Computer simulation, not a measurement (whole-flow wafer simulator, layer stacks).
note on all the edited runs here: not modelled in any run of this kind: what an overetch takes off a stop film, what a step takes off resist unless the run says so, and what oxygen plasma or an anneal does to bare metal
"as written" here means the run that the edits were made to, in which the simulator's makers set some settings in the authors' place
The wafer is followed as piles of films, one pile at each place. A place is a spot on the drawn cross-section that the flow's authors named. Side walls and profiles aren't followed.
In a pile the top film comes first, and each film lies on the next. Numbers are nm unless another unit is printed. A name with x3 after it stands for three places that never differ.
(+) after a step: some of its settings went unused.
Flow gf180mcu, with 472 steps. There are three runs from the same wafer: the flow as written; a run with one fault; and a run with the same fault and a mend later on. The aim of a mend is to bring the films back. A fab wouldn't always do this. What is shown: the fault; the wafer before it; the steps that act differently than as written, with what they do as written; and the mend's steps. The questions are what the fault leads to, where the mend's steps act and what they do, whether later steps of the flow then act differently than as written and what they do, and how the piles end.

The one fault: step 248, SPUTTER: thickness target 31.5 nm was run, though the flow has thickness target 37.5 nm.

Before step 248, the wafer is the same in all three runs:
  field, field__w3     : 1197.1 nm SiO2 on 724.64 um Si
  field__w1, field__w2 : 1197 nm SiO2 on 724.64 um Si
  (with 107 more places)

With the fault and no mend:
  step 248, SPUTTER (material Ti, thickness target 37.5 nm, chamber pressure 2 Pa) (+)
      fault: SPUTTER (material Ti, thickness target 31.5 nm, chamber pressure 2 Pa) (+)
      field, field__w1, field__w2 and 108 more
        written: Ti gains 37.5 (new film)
        fault: Ti gains 31.5 (new film)
  Steps later in the flow that act otherwise than as written (not shown: 1 more step that differs only slightly, by at most 2% or 0.5 nm, whichever is larger):
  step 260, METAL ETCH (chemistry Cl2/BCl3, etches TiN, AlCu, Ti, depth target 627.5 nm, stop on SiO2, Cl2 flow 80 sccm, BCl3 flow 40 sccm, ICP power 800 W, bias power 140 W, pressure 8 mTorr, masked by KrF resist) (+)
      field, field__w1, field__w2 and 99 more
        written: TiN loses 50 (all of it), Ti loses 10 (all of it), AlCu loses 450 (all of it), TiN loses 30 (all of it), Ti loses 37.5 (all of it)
        fault: TiN loses 50 (all of it), Ti loses 10 (all of it), AlCu loses 450 (all of it), TiN loses 30 (all of it), Ti loses 31.5 (all of it)
  The piles end different from the flow's at field__w8, contact, m1 and 6 more by more than 2% or 0.5 nm, whichever is larger.
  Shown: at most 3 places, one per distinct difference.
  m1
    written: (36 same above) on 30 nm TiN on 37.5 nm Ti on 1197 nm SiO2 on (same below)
    fault: (36 same above) on 30 nm TiN on 31.5 nm Ti on 1197 nm SiO2 on (same below)
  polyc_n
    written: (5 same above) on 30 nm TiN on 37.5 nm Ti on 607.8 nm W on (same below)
    fault: (5 same above) on 30 nm TiN on 31.5 nm Ti on 607.8 nm W on (same below)
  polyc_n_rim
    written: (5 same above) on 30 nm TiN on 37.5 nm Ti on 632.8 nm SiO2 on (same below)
    fault: (5 same above) on 30 nm TiN on 31.5 nm Ti on 632.8 nm SiO2 on (same below)

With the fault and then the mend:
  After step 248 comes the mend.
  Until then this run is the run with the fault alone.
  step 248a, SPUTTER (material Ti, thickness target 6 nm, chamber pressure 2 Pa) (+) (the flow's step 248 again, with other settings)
      field, field__w1, field__w2 and 108 more
        Ti gains 6
  Every later step of the flow that is run acts as written at every place that is followed.
  The piles end the same as the flow's at every place that both follow.
